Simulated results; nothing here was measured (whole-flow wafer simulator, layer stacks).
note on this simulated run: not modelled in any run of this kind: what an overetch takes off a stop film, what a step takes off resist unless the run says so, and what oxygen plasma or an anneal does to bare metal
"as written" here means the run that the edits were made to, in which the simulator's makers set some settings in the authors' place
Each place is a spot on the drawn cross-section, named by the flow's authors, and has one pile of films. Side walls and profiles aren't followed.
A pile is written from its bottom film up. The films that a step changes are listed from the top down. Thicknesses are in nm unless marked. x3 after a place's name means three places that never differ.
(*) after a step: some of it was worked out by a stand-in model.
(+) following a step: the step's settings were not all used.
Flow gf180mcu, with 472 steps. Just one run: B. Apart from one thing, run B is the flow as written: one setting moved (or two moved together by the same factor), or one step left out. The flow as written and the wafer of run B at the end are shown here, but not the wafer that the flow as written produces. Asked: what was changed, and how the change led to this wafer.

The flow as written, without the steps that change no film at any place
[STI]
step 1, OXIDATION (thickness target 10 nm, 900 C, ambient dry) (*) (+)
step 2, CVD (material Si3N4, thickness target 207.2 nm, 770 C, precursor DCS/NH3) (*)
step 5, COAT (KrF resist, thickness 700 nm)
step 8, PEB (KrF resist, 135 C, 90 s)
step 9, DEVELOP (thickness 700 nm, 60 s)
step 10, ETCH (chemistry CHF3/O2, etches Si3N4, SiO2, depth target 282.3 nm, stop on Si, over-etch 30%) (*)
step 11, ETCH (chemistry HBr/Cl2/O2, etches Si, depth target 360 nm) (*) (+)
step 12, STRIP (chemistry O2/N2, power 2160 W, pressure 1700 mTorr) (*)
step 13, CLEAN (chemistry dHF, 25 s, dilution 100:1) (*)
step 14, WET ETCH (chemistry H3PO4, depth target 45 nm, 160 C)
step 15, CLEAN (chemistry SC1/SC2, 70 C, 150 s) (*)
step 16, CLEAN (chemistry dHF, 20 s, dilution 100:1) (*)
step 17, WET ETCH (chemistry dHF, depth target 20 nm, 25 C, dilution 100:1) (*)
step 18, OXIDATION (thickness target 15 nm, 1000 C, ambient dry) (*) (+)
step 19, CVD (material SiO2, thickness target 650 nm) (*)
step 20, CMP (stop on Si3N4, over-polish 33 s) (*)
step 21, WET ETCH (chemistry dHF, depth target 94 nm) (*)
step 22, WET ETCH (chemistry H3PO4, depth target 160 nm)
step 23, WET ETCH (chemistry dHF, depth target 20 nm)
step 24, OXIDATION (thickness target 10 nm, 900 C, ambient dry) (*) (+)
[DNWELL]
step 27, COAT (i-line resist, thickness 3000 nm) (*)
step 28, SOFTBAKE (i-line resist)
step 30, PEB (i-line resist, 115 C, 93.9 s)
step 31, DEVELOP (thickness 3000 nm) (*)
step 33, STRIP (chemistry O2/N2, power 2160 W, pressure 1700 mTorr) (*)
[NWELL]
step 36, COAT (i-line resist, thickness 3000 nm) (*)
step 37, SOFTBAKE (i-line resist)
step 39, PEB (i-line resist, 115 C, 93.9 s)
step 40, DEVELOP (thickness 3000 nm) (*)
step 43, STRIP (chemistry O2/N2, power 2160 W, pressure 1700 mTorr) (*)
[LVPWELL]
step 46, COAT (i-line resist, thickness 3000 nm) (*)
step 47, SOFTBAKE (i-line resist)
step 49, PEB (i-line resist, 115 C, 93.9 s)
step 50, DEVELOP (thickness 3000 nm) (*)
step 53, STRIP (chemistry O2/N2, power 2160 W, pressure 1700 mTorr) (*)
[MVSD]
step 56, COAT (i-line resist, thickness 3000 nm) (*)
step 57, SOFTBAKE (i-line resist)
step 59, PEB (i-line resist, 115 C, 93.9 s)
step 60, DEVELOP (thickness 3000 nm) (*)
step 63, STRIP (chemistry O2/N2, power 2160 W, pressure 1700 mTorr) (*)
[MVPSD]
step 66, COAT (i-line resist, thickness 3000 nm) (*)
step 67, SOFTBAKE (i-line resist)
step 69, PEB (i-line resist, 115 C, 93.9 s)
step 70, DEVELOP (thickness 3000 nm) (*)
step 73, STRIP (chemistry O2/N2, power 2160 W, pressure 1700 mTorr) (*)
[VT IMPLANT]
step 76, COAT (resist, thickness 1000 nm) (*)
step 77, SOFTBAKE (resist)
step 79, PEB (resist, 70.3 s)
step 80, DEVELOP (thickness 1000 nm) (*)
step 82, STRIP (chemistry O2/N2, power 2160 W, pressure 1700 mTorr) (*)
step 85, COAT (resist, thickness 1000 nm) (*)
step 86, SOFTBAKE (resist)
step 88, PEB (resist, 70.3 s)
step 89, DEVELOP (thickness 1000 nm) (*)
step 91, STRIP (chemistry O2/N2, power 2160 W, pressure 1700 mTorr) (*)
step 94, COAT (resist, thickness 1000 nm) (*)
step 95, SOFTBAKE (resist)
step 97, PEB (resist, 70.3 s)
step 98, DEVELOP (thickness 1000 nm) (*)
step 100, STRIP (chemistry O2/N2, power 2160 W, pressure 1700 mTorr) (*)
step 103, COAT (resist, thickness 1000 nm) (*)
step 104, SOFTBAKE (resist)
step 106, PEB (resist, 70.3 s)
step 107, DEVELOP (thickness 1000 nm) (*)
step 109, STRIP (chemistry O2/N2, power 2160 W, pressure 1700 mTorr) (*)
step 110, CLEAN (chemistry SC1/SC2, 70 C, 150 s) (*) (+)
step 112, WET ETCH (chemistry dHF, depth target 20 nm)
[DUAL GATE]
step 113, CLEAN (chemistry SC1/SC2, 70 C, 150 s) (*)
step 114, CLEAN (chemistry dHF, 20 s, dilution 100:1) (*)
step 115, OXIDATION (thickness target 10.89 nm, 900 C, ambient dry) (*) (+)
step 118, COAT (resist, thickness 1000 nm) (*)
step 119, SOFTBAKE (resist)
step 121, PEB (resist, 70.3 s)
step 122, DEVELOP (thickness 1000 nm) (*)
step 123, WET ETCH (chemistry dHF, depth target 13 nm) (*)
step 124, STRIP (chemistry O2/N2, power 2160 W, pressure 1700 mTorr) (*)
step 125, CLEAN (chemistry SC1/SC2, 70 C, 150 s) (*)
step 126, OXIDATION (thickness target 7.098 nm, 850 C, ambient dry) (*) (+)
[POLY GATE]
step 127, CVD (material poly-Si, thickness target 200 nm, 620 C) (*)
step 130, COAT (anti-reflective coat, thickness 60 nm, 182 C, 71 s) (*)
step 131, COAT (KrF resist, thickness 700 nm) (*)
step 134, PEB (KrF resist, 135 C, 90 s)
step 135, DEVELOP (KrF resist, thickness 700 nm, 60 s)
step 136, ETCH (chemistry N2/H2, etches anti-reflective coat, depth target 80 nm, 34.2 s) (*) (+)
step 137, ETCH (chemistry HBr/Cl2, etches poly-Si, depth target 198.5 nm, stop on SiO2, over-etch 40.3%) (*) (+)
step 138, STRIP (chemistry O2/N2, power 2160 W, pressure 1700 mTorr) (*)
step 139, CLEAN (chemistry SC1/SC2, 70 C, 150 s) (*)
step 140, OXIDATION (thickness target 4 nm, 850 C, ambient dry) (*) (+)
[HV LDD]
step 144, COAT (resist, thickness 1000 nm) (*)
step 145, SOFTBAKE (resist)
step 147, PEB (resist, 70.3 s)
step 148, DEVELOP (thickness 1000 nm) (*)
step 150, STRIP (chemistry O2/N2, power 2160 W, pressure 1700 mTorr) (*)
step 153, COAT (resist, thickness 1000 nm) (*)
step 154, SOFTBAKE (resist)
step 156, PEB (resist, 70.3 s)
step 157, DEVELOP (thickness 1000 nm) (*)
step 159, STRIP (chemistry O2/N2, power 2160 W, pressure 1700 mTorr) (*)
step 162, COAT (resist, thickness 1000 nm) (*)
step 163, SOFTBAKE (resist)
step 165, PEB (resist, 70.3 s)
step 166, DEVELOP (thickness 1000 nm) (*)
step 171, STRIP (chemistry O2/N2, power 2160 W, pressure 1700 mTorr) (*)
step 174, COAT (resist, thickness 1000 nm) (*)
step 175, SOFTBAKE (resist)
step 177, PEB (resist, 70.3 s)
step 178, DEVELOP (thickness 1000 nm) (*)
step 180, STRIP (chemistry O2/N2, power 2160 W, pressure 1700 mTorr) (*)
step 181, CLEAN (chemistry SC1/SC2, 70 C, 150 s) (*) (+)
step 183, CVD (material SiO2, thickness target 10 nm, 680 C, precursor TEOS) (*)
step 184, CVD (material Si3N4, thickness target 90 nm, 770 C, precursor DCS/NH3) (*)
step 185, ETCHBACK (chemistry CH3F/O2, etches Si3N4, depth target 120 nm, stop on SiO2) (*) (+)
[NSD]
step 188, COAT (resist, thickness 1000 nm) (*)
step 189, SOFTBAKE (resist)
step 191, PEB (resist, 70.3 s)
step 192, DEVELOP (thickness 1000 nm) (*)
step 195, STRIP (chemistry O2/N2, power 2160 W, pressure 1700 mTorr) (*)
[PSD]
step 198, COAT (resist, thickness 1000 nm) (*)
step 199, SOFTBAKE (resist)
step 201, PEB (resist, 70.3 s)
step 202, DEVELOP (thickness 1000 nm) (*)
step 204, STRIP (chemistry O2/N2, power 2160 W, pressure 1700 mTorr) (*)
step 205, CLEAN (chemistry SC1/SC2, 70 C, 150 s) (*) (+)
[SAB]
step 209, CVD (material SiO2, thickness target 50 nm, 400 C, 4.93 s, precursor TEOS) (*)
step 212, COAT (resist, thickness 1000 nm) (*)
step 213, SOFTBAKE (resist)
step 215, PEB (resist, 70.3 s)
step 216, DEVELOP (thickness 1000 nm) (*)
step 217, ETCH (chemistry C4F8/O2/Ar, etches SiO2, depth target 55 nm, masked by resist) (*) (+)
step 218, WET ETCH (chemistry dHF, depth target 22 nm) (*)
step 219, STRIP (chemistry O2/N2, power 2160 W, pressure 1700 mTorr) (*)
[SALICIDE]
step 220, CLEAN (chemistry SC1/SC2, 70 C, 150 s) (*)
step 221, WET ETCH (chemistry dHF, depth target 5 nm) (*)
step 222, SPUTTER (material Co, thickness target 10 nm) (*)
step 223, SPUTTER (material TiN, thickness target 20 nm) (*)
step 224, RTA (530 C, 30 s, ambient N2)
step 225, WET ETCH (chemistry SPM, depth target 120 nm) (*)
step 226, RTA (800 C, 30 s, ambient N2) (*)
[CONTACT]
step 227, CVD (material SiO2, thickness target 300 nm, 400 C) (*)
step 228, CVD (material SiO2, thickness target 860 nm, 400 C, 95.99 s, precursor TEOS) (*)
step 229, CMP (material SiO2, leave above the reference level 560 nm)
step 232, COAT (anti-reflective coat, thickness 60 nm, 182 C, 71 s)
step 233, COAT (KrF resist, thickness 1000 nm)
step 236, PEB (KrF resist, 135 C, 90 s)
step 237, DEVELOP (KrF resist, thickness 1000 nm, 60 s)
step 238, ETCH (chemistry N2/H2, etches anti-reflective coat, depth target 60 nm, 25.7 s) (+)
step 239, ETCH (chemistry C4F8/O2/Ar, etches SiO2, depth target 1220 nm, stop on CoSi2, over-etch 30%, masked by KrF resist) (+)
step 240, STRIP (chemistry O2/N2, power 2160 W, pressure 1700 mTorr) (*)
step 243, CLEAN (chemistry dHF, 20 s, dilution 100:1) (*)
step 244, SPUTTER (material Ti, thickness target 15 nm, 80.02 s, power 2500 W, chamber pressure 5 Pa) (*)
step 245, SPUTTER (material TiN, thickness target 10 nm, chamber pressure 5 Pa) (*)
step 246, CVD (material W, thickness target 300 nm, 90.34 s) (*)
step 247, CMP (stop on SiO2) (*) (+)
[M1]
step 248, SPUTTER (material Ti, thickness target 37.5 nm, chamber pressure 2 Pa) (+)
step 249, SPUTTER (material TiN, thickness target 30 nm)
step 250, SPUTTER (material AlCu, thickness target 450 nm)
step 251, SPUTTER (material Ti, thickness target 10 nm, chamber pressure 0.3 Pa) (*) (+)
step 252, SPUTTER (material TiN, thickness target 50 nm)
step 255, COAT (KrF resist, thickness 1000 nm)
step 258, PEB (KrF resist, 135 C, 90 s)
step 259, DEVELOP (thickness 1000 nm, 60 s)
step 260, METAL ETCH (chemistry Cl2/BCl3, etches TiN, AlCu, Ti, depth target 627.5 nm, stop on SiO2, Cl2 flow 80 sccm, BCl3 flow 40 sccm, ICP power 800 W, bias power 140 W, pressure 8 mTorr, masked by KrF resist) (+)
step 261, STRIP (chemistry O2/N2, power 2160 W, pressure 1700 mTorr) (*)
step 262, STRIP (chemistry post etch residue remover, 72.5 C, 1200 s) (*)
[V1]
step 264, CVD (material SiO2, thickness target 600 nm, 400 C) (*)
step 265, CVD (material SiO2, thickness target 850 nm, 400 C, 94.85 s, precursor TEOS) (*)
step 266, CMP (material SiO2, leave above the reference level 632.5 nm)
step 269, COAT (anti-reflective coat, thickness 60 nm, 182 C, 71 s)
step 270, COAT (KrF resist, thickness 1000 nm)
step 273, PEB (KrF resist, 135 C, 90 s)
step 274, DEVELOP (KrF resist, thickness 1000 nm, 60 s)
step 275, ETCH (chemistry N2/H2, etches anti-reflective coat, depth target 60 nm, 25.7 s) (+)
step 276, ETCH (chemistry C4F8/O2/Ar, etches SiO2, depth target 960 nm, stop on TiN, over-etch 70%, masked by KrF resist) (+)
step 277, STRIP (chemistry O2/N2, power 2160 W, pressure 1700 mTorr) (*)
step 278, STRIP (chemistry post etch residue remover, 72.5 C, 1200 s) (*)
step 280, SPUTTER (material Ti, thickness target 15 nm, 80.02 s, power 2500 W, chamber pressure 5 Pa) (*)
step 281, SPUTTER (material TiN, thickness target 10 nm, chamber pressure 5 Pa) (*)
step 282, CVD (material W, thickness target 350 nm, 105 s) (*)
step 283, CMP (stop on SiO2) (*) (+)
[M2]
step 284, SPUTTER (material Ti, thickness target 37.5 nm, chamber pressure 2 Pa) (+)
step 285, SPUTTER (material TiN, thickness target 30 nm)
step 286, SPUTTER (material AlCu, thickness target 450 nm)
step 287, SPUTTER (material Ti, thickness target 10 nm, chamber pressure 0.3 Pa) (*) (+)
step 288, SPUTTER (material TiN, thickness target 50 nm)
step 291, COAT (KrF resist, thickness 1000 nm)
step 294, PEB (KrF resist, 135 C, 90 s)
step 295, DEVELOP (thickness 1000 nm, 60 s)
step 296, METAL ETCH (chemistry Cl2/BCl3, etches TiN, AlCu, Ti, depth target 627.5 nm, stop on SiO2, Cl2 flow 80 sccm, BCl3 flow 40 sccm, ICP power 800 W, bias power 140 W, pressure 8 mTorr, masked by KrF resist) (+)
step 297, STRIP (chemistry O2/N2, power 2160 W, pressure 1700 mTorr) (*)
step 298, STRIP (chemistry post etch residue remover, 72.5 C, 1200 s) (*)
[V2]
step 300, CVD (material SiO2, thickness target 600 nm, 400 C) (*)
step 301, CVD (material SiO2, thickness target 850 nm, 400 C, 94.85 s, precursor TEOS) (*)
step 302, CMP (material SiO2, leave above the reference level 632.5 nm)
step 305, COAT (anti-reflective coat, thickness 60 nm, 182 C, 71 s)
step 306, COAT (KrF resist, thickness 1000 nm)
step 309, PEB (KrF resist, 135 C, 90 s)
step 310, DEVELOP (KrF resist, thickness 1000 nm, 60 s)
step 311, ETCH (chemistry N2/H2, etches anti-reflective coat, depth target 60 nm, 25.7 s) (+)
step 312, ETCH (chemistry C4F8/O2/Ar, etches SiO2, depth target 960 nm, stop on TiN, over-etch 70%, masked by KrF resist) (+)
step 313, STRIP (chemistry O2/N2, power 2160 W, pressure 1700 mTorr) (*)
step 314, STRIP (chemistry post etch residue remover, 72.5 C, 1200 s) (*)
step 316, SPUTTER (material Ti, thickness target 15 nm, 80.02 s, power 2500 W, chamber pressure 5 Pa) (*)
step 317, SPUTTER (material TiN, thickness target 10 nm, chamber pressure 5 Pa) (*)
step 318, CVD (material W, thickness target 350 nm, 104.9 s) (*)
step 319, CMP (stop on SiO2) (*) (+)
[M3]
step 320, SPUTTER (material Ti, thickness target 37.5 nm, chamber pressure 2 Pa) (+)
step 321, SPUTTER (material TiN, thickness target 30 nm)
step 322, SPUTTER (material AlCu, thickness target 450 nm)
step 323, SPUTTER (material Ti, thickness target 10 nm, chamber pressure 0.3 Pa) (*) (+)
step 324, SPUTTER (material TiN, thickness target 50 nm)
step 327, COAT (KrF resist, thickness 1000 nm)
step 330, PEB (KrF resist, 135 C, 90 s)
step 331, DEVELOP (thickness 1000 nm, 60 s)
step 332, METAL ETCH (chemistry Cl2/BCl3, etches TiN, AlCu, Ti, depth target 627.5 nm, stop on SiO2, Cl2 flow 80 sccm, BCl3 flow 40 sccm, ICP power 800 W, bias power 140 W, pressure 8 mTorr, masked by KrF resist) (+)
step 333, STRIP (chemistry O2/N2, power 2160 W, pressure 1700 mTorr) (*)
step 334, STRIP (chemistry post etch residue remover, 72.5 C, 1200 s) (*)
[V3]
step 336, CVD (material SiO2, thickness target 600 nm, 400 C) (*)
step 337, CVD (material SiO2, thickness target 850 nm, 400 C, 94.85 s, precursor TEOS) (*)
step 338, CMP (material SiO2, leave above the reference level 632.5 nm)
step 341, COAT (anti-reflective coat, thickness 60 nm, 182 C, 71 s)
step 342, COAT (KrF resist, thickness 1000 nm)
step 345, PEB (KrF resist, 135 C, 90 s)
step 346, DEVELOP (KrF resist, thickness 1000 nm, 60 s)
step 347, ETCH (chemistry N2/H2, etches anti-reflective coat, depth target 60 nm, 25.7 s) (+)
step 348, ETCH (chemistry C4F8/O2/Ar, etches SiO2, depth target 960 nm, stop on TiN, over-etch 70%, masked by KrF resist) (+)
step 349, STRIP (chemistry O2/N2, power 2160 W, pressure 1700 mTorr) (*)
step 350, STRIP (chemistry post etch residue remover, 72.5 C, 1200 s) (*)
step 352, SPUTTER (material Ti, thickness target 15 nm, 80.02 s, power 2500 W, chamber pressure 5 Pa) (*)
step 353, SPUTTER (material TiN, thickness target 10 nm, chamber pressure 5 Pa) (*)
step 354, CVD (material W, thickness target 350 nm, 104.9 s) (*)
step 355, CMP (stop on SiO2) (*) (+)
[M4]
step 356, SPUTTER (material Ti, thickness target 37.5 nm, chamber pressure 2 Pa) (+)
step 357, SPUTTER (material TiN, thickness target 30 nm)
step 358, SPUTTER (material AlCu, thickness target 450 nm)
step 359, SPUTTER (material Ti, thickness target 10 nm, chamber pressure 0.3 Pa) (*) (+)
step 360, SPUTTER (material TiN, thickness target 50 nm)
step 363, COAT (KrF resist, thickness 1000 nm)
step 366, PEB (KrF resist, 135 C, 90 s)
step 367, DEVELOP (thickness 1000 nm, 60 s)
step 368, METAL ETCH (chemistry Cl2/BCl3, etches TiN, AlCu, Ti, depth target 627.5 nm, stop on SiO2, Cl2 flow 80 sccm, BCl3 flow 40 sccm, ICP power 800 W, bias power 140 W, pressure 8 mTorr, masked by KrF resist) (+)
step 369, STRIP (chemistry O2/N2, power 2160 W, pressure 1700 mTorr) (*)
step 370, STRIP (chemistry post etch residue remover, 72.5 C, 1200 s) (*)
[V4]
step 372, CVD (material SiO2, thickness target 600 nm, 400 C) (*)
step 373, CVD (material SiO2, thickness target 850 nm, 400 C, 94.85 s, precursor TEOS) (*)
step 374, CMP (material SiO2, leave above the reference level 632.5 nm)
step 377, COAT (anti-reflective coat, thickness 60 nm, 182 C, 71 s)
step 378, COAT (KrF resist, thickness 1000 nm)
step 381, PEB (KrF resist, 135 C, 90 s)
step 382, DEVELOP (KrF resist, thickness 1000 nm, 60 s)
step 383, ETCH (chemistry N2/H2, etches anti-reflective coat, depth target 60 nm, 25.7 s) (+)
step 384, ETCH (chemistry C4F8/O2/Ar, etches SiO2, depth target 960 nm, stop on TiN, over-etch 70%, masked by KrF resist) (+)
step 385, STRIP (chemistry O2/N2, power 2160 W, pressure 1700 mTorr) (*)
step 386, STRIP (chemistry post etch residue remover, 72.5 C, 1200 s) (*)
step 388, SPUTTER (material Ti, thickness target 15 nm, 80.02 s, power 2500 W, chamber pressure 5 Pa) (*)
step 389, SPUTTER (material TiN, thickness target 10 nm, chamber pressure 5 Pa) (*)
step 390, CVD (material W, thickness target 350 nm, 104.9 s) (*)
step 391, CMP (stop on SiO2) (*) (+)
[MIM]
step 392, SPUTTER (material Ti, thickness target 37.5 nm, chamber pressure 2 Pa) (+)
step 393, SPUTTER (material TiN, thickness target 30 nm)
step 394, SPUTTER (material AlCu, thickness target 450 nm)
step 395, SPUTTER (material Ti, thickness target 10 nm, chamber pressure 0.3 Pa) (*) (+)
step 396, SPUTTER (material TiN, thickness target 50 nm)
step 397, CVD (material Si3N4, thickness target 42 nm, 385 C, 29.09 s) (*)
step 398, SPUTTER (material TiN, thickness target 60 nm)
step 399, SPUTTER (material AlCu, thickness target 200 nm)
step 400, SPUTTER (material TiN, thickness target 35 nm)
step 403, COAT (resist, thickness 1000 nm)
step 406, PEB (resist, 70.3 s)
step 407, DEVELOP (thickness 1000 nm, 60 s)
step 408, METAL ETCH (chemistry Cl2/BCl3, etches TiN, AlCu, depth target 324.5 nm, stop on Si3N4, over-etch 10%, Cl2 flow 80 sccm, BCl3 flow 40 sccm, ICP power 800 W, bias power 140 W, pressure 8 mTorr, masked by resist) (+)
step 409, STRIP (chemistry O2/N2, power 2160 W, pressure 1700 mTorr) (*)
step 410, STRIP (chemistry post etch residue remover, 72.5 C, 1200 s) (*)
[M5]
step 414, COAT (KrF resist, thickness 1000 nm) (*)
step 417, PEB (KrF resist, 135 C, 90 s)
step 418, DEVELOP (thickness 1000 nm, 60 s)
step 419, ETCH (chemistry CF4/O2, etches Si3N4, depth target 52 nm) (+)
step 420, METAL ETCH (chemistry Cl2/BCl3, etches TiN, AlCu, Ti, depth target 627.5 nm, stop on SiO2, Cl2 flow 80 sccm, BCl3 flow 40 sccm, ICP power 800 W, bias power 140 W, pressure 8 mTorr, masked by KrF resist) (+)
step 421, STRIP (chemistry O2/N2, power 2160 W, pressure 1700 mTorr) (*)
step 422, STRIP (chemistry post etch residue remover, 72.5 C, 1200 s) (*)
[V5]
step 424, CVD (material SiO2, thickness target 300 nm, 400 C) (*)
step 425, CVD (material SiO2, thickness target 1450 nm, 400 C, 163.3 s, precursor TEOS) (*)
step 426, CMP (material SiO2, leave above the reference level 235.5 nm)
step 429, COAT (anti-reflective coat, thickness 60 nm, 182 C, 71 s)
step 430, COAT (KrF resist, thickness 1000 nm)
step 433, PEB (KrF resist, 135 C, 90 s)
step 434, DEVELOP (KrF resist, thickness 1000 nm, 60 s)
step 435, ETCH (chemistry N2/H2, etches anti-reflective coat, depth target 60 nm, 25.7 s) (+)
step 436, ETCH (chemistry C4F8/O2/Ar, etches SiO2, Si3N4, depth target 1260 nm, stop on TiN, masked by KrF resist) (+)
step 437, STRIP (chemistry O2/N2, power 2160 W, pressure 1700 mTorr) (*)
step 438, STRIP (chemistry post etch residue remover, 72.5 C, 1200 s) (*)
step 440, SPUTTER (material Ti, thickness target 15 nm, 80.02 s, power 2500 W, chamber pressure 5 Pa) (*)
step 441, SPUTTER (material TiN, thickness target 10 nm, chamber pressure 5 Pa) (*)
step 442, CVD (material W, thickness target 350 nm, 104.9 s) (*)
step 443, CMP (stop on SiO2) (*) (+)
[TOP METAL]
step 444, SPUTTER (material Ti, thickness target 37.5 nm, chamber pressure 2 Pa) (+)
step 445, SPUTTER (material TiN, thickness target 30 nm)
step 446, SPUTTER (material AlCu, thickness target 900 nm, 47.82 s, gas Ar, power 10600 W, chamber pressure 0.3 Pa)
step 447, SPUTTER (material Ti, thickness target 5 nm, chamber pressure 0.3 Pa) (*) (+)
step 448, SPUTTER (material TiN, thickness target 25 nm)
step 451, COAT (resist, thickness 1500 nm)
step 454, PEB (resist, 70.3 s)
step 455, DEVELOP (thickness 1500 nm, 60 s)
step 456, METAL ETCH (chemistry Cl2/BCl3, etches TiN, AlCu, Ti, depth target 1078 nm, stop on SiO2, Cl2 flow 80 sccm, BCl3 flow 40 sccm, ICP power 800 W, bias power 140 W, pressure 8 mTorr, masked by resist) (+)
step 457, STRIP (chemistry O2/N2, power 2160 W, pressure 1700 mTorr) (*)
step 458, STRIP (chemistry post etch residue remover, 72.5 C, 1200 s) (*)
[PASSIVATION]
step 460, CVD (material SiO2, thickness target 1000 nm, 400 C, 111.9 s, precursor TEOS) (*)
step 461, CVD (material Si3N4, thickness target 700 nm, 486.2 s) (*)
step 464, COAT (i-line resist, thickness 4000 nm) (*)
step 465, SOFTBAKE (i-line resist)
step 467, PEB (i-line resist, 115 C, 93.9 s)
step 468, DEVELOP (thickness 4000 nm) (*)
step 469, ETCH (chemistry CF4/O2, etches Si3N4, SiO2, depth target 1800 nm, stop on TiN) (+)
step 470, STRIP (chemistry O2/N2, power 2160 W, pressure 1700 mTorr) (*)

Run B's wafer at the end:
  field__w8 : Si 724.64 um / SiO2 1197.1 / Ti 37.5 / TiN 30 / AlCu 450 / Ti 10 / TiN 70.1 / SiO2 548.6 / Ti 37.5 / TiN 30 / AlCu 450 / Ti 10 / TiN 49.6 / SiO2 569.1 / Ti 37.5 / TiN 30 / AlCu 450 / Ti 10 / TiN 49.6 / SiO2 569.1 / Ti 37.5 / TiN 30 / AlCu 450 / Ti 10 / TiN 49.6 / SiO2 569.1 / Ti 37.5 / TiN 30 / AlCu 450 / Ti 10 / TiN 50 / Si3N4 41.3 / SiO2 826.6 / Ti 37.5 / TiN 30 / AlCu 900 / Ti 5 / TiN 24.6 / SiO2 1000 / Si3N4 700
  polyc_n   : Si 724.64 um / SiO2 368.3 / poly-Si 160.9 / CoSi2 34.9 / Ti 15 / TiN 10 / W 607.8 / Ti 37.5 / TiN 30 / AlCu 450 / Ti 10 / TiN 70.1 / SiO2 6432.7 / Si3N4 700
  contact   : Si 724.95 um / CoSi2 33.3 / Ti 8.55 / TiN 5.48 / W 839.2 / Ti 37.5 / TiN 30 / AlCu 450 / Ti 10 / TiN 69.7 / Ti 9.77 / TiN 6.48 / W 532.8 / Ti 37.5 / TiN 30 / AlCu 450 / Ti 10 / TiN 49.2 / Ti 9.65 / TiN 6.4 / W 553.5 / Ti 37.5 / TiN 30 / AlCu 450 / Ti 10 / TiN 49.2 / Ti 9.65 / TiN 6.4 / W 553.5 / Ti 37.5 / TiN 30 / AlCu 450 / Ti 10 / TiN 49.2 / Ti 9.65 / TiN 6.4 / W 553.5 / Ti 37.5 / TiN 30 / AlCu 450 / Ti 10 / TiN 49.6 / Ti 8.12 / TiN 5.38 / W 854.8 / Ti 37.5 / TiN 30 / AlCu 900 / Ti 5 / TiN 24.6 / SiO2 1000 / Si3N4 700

Cause: step 252, SPUTTER: thickness target 70.5 nm was run, whereas the flow has thickness target 50 nm.

Step by step, how the change led to this:
  step 252, SPUTTER (material TiN, thickness target 50 nm)
      field, field__w1, field__w2 and 108 more: +70.5 TiN (new film) (in the flow as written it would be: +50 TiN (new film))
  step 260, METAL ETCH (chemistry Cl2/BCl3, etches TiN, AlCu, Ti, depth target 627.5 nm, stop on SiO2, Cl2 flow 80 sccm, BCl3 flow 40 sccm, ICP power 800 W, bias power 140 W, pressure 8 mTorr, masked by KrF resist) (+)
      field, field__w1, field__w2 and 99 more: -70.5 TiN (all of it), -10 Ti (all of it), -450 AlCu (all of it), -30 TiN (all of it), -37.5 Ti (all of it) (in the flow as written it would be: -50 TiN (all of it), -10 Ti (all of it), -450 AlCu (all of it), -30 TiN (all of it), -37.5 Ti (all of it))
  step 266, CMP (material SiO2, leave above the reference level 632.5 nm)
      field__w8, contact, m1 and 6 more: -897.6 SiO2 (in the flow as written it would be: -877.1 SiO2)
  step 276, ETCH (chemistry C4F8/O2/Ar, etches SiO2, depth target 960 nm, stop on TiN, over-etch 70%, masked by KrF resist) (+)
      field, field__w1, field__w2 and 107 more: -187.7 KrF resist (in the flow as written it would be: -192 KrF resist)
      contact: -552 SiO2 (all of it) (in the flow as written it would be: -572.5 SiO2 (all of it))
  step 282, CVD (material W, thickness target 350 nm, 105 s) (*)
      contact: +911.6 W (new film) (in the flow as written it would be: +932.3 W (new film))
